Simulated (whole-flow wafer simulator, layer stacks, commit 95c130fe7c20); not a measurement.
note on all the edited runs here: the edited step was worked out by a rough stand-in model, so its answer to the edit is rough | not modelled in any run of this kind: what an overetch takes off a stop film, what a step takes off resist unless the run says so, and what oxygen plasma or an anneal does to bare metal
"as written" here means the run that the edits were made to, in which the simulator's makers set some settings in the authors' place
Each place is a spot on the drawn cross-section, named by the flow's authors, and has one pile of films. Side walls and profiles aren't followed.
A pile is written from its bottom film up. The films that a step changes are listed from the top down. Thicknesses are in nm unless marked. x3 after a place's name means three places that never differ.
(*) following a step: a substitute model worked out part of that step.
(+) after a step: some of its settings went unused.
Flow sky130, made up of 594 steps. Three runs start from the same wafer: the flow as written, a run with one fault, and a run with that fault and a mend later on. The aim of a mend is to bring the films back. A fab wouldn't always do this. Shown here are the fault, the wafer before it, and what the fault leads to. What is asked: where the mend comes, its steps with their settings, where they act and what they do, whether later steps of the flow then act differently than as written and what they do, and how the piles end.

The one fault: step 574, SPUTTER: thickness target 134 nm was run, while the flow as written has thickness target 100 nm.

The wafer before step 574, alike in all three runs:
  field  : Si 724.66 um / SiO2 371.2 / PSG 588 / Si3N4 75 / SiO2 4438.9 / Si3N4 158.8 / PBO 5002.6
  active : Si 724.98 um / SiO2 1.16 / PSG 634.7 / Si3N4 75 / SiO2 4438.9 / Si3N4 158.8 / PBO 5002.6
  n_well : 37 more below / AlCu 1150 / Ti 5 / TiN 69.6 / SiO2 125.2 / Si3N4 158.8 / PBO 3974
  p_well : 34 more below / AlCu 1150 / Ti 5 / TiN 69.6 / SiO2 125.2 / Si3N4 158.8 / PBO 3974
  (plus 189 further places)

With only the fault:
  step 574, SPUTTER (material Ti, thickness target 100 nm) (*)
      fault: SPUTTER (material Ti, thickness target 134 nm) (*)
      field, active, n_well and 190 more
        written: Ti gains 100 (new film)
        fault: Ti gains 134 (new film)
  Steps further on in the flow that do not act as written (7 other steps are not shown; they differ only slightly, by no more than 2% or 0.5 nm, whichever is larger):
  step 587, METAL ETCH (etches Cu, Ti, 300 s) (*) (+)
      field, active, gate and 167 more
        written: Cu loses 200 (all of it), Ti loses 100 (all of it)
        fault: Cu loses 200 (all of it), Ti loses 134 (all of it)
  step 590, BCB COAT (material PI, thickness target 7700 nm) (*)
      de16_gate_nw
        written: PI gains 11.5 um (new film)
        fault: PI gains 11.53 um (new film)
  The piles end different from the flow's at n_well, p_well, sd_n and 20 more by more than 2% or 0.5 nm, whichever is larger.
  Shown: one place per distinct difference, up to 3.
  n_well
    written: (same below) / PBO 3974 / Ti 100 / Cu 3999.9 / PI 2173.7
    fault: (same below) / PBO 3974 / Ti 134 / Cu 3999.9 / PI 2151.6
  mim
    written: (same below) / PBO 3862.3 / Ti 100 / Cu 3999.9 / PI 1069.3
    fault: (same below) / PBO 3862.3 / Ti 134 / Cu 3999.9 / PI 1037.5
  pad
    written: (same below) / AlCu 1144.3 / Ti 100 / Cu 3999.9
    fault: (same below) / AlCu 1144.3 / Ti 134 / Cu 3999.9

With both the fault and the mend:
  The mend stands after step 574.
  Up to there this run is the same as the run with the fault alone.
  step 574a, ETCH (chemistry CF4/O2, etches Si3N4, SiO2, TiN, Ti, depth target 34 nm) (the flow's step 554, run once more with other settings)
      field, active, n_well and 190 more
        Ti loses 34
  Later steps of the flow that are run all act as written at every place that is followed, up to a difference of at most 2% or 0.5 nm, whichever is larger.
  At every place that both follow, the piles at the end match the flow's.
